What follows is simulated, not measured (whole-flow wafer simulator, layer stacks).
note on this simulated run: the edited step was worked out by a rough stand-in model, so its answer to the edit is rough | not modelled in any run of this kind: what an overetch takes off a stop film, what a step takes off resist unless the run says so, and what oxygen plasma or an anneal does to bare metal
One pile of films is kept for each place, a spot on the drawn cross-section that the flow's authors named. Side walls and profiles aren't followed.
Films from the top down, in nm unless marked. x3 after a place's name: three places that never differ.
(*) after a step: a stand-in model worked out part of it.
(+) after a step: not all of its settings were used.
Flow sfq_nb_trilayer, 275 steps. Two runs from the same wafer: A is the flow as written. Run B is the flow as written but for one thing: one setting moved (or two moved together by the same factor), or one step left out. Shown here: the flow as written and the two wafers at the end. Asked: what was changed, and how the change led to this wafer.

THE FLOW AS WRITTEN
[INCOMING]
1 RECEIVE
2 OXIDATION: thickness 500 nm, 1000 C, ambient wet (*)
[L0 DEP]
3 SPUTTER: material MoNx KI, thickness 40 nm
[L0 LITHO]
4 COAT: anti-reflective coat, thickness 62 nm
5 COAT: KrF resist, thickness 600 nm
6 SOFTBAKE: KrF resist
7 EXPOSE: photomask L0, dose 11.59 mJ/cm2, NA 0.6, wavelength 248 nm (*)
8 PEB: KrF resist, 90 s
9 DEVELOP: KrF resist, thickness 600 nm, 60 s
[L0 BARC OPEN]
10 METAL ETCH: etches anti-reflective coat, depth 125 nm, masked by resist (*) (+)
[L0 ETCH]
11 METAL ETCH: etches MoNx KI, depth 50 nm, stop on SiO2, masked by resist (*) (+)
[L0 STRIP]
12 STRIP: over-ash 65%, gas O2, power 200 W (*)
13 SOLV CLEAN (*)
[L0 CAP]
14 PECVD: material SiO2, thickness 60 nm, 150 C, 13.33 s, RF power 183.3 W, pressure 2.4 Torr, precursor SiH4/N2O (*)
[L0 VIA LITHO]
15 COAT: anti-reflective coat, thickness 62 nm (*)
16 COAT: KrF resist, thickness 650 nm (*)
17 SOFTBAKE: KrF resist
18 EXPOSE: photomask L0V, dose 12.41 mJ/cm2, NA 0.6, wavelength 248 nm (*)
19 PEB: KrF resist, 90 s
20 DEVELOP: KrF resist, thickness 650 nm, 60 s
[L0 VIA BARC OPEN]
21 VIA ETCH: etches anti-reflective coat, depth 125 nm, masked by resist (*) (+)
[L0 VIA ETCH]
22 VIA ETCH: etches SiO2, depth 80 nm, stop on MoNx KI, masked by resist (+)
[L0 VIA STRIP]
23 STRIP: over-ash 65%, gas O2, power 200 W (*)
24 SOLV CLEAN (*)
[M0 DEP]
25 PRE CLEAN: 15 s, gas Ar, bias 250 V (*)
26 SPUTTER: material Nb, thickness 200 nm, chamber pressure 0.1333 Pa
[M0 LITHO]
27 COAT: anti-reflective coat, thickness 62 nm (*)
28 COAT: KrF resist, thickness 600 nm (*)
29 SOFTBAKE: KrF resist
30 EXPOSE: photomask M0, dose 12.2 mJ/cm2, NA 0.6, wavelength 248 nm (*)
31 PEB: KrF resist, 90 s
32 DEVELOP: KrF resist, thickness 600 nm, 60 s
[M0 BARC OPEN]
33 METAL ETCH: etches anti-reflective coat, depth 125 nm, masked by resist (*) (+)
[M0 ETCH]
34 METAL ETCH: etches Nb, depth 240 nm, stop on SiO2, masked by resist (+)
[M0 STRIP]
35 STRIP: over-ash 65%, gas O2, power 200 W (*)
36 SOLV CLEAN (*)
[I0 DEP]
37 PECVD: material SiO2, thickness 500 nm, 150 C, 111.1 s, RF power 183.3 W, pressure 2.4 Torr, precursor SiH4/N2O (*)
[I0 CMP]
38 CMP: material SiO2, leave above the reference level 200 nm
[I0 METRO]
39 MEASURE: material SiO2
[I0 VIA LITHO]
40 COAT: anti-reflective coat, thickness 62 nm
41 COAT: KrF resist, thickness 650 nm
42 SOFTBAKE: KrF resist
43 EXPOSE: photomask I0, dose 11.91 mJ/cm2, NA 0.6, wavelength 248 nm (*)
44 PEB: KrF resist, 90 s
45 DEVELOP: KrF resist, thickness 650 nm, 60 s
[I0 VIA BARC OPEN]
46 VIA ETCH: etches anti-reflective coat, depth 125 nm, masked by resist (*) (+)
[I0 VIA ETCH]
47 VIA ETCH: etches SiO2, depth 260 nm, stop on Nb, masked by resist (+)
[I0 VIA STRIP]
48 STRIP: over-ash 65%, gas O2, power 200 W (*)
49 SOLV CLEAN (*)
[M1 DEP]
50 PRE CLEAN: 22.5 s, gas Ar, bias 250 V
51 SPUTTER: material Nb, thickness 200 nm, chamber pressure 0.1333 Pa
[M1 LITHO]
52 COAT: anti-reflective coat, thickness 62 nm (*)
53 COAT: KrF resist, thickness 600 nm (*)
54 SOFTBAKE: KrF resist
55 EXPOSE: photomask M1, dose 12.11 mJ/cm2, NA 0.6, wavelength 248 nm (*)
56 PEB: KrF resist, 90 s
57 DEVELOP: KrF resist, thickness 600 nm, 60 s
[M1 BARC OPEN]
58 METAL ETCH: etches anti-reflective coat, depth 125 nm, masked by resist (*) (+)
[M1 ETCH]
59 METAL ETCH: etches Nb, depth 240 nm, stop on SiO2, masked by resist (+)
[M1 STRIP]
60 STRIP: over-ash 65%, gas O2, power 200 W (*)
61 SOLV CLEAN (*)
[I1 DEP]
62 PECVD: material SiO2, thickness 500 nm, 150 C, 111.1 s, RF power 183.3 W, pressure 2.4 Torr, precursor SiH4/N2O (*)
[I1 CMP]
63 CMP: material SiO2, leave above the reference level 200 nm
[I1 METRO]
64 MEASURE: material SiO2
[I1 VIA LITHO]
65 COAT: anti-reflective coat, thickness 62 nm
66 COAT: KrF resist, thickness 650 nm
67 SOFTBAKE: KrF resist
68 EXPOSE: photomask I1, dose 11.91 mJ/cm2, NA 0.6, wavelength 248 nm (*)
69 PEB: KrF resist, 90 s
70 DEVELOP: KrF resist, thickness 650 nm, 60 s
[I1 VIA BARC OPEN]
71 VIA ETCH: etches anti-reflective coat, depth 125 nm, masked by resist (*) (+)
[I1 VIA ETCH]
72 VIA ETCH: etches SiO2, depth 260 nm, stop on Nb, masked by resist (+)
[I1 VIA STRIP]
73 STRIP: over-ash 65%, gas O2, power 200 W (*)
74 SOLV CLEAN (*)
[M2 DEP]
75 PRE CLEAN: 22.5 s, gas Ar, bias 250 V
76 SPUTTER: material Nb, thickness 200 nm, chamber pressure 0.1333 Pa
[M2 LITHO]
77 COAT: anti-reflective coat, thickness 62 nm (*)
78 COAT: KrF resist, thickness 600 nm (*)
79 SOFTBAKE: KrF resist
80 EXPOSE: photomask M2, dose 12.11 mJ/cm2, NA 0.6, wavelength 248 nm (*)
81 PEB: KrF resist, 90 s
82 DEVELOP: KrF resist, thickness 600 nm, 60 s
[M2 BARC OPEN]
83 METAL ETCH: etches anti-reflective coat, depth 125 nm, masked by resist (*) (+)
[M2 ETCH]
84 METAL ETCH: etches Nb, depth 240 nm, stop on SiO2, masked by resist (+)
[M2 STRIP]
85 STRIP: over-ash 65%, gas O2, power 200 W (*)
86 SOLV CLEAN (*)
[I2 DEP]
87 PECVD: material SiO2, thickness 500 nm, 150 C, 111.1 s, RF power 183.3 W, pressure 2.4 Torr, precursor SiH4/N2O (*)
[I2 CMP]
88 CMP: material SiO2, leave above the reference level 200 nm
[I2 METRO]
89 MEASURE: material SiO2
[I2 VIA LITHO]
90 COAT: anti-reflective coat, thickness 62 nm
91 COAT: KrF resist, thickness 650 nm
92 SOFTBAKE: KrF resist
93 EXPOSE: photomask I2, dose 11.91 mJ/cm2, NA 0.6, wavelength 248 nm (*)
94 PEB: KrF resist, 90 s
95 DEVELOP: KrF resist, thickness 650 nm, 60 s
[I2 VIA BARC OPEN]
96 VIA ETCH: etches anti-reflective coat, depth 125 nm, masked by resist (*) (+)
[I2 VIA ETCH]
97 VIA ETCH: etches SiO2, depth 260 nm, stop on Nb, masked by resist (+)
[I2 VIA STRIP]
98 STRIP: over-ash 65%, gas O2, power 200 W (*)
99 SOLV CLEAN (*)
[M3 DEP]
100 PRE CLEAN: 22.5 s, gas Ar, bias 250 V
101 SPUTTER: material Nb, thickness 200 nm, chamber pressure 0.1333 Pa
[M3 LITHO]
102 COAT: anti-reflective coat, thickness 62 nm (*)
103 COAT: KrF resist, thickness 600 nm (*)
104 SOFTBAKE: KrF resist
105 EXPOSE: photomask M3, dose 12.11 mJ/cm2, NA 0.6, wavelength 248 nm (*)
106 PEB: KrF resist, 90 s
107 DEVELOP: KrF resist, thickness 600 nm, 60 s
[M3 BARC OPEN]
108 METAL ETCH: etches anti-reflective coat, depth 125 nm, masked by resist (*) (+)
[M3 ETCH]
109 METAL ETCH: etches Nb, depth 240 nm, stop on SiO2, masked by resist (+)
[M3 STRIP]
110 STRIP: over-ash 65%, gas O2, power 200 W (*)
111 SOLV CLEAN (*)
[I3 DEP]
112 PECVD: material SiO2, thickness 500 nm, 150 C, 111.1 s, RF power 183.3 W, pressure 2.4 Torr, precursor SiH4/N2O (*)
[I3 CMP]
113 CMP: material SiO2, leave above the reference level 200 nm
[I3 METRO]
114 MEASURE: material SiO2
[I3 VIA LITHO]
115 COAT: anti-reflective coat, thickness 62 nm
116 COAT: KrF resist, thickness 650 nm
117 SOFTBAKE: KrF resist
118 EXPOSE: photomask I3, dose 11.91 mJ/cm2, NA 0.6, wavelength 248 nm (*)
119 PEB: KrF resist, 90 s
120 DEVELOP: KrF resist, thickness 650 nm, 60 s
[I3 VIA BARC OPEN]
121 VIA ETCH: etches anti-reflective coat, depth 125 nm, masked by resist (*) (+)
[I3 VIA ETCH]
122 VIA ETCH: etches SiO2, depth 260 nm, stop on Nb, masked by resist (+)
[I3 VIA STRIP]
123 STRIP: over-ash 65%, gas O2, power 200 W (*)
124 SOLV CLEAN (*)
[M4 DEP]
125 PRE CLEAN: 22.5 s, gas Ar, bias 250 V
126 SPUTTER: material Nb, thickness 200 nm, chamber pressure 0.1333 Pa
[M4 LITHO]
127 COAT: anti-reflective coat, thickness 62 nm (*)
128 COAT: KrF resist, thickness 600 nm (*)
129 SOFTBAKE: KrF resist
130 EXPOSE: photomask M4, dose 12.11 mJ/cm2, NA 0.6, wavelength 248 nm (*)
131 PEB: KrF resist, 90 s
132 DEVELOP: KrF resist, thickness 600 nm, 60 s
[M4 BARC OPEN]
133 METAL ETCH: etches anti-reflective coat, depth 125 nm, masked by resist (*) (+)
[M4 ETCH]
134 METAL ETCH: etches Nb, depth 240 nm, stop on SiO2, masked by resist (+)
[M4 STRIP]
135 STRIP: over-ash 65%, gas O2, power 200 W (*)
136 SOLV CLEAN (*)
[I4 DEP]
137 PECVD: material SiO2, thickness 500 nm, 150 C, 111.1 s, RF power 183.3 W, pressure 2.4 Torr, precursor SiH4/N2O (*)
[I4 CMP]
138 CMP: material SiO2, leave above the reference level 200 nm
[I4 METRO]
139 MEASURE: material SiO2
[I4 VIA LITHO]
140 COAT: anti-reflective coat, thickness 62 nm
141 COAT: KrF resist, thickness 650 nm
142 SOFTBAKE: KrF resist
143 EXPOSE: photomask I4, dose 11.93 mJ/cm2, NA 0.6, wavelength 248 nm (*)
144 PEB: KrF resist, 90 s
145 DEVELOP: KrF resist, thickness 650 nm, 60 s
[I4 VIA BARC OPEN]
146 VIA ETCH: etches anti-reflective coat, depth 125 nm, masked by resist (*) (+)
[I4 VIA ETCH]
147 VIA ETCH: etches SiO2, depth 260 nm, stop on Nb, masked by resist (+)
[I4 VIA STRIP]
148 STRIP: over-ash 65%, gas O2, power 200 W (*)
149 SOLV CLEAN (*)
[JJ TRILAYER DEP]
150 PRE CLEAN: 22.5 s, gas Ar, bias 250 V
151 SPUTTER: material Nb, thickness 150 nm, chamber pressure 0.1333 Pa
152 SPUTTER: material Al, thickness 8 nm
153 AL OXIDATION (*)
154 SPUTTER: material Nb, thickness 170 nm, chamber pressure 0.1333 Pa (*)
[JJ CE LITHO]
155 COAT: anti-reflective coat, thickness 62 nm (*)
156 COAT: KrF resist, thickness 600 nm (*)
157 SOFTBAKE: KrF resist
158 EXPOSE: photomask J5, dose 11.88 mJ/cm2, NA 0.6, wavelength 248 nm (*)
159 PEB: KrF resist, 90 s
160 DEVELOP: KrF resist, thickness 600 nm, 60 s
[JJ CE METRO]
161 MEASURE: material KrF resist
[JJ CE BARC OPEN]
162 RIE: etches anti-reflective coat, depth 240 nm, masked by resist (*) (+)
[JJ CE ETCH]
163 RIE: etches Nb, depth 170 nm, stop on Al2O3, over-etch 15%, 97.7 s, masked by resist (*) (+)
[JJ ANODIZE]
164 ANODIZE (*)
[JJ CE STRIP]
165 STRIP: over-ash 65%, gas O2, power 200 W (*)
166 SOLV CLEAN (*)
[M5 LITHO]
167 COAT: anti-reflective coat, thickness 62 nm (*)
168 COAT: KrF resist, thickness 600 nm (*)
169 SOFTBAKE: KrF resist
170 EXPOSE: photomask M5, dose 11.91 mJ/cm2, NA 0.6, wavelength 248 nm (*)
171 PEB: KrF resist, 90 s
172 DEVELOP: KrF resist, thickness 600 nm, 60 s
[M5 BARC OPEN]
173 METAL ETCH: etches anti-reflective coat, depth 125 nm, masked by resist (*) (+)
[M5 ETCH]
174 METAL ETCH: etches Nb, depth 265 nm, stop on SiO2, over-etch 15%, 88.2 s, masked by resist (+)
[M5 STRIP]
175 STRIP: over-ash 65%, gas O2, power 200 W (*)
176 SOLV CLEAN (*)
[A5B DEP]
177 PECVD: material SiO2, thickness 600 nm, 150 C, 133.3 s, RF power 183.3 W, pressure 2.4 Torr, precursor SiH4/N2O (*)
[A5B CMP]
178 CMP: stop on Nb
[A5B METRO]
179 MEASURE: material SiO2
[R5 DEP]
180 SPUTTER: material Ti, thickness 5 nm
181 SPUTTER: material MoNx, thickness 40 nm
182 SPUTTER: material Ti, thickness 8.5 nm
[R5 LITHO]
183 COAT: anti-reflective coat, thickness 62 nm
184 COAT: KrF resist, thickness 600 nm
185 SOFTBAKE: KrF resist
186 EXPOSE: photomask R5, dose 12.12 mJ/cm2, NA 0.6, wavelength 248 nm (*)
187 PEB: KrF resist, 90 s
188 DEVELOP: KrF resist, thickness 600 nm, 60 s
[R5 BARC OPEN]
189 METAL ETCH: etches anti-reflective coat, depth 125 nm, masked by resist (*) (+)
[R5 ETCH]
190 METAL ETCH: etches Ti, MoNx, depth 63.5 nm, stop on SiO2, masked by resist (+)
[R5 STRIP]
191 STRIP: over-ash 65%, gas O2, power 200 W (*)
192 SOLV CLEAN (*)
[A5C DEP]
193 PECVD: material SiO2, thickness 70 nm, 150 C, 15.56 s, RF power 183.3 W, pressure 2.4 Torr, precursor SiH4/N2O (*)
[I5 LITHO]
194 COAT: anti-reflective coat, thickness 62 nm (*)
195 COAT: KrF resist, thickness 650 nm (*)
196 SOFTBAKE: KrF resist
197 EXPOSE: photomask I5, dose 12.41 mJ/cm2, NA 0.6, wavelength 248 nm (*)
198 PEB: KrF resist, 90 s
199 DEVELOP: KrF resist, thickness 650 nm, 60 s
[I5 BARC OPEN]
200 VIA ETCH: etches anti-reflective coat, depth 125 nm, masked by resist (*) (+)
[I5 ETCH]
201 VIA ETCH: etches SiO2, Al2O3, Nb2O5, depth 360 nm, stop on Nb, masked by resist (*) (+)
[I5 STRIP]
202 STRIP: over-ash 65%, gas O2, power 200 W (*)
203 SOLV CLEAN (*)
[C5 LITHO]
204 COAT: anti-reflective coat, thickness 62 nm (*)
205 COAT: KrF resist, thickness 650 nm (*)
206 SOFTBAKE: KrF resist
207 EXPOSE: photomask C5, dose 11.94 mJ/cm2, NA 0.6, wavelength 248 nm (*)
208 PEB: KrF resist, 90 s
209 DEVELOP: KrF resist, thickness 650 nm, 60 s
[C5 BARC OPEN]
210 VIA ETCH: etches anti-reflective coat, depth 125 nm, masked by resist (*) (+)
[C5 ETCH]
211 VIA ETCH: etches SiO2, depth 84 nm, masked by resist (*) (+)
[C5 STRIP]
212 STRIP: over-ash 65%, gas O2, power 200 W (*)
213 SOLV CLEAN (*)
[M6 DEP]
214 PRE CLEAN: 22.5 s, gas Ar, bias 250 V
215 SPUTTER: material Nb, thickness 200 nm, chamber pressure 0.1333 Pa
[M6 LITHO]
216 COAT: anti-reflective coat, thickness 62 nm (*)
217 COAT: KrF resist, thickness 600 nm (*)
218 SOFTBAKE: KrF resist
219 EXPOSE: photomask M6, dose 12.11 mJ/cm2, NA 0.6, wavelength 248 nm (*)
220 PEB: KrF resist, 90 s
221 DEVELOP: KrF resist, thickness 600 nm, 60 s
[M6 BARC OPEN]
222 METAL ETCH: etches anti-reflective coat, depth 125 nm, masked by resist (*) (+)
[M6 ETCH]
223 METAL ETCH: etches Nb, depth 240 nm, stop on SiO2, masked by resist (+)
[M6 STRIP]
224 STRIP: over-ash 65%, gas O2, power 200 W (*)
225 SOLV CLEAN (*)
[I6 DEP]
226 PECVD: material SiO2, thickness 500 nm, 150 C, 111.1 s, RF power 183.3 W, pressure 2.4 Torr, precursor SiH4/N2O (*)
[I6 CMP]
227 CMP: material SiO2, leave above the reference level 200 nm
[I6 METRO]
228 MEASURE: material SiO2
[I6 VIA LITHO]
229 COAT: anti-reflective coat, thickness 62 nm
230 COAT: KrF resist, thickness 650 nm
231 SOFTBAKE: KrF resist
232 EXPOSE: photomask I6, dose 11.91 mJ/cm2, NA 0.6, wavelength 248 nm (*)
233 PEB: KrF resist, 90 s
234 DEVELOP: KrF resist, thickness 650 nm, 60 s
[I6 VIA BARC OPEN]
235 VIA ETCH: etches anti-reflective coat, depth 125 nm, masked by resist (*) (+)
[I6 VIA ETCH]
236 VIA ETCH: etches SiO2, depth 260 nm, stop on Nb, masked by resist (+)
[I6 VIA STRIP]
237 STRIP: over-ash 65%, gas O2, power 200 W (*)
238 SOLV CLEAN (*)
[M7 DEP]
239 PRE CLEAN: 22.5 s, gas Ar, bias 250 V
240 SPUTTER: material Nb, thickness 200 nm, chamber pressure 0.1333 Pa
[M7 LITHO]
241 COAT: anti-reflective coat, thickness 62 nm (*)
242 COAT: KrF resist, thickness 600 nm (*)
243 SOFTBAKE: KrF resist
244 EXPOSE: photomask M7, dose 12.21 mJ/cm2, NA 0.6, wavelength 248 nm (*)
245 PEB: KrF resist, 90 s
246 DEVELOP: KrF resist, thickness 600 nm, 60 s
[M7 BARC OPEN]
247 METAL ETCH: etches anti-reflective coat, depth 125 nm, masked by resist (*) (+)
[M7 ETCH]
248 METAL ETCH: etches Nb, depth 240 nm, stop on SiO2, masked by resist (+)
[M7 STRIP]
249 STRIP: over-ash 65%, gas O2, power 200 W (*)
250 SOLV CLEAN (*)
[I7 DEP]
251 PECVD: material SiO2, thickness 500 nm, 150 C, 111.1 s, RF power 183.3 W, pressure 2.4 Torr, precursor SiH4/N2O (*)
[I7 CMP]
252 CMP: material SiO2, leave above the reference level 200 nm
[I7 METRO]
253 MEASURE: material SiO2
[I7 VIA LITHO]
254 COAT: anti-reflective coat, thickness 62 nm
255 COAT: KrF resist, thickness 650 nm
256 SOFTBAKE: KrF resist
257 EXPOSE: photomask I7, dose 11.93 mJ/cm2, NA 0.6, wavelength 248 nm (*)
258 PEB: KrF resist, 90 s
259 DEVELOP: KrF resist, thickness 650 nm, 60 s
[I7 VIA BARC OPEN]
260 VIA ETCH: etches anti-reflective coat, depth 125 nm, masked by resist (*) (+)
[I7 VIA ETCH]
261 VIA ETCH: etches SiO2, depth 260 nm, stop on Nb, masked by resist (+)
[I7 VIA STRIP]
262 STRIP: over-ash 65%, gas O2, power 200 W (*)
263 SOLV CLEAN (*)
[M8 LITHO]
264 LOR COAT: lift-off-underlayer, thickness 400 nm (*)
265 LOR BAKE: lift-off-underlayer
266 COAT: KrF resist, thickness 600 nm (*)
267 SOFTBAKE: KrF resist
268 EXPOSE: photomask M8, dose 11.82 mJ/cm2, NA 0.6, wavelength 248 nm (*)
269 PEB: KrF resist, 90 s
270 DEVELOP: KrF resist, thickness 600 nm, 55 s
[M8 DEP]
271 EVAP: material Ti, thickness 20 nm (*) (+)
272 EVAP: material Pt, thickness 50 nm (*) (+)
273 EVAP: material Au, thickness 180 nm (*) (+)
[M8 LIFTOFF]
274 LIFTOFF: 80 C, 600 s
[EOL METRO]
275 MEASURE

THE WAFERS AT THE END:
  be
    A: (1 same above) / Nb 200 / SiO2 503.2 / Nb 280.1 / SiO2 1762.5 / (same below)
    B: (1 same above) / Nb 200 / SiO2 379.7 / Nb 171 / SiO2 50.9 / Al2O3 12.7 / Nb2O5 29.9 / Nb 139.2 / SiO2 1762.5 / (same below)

The cause: step 201, VIA ETCH: depth 158 nm was run, where the flow has depth 360 nm.

How the change led to this, step by step:
  201 VIA ETCH: etches SiO2, Al2O3, Nb2O5, depth 360 nm, stop on Nb, masked by resist (*) (+)
      be: A SiO2 -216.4 (all of it), Al2O3 -12.7 (all of it), Nb2O5 -29.9 (all of it) | B SiO2 -158
      field_l, v_sur, via_wl and 102 more: A KrF resist -240 | B KrF resist -105.3
  202 STRIP: over-ash 65%, gas O2, power 200 W (*)
      p4_fl, p4_fm, p4_w1 and 44 more: A KrF resist -333.1 (all of it), anti-reflective coat -62 (all of it) | B KrF resist -467.8 (all of it), anti-reflective coat -62 (all of it)
      wl_b_m5, wl_b_sr, wl_c_sl and 11 more: A KrF resist -333 (all of it), anti-reflective coat -62 (all of it) | B KrF resist -467.7 (all of it), anti-reflective coat -62 (all of it)
      (and at 44 more places)
  204 COAT: anti-reflective coat, thickness 62 nm (*)
      wire: A anti-reflective coat +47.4 (new film) | B anti-reflective coat +50.4 (new film)
      be: A anti-reflective coat +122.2 (new film) | B anti-reflective coat +107.3 (new film)
      (and at 1 more place)
  205 COAT: KrF resist, thickness 650 nm (*)
      be: A KrF resist +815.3 (new film) | B KrF resist +743.1 (new film)
  212 STRIP: over-ash 65%, gas O2, power 200 W (*)
      wire: A KrF resist -555.8 (all of it), anti-reflective coat -47.4 (all of it) | B KrF resist -561.5 (all of it), anti-reflective coat -50.4 (all of it)
      be: A KrF resist -728.2 (all of it), anti-reflective coat -122.2 (all of it) | B KrF resist -655.9 (all of it), anti-reflective coat -107.3 (all of it)
      (and at 1 more place)
  214 PRE CLEAN: 22.5 s, gas Ar, bias 250 V
      be: A Nb -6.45 | B SiO2 -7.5
  215 SPUTTER: material Nb, thickness 200 nm, chamber pressure 0.1333 Pa
      be: A Nb +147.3 | B Nb +171 (new film)
  216 COAT: anti-reflective coat, thickness 62 nm (*)
      wire: A anti-reflective coat +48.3 (new film) | B anti-reflective coat +51 (new film)
      be: A anti-reflective coat +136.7 (new film) | B anti-reflective coat +115.6 (new film)
      (and at 1 more place)
  217 COAT: KrF resist, thickness 600 nm (*)
      be: A KrF resist +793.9 (new film) | B KrF resist +708.6 (new film)
  224 STRIP: over-ash 65%, gas O2, power 200 W (*)
      wire: A KrF resist -369.8 (all of it), anti-reflective coat -48.3 (all of it) | B KrF resist -377.5 (all of it), anti-reflective coat -51 (all of it)
      be: A KrF resist -575.8 (all of it), anti-reflective coat -136.7 (all of it) | B KrF resist -490.7 (all of it), anti-reflective coat -115.6 (all of it)
      (and at 1 more place)
  226 PECVD: material SiO2, thickness 500 nm, 150 C, 111.1 s, RF power 183.3 W, pressure 2.4 Torr, precursor SiH4/N2O (*)
      be: A SiO2 +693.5 (new film) | B SiO2 +544.3 (new film)
  227 CMP: material SiO2, leave above the reference level 200 nm
      be: A SiO2 -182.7 | B SiO2 -157.1
Counting metal films that touch as one body, be has 4 bodies (between them, from the top down: SiO2 379.7; SiO2 50.9 / Al2O3 12.7 / Nb2O5 29.9; SiO2 1762.5); the flow as written gives 3 bodies (between them, from the top down: SiO2 503.2; SiO2 1762.5).
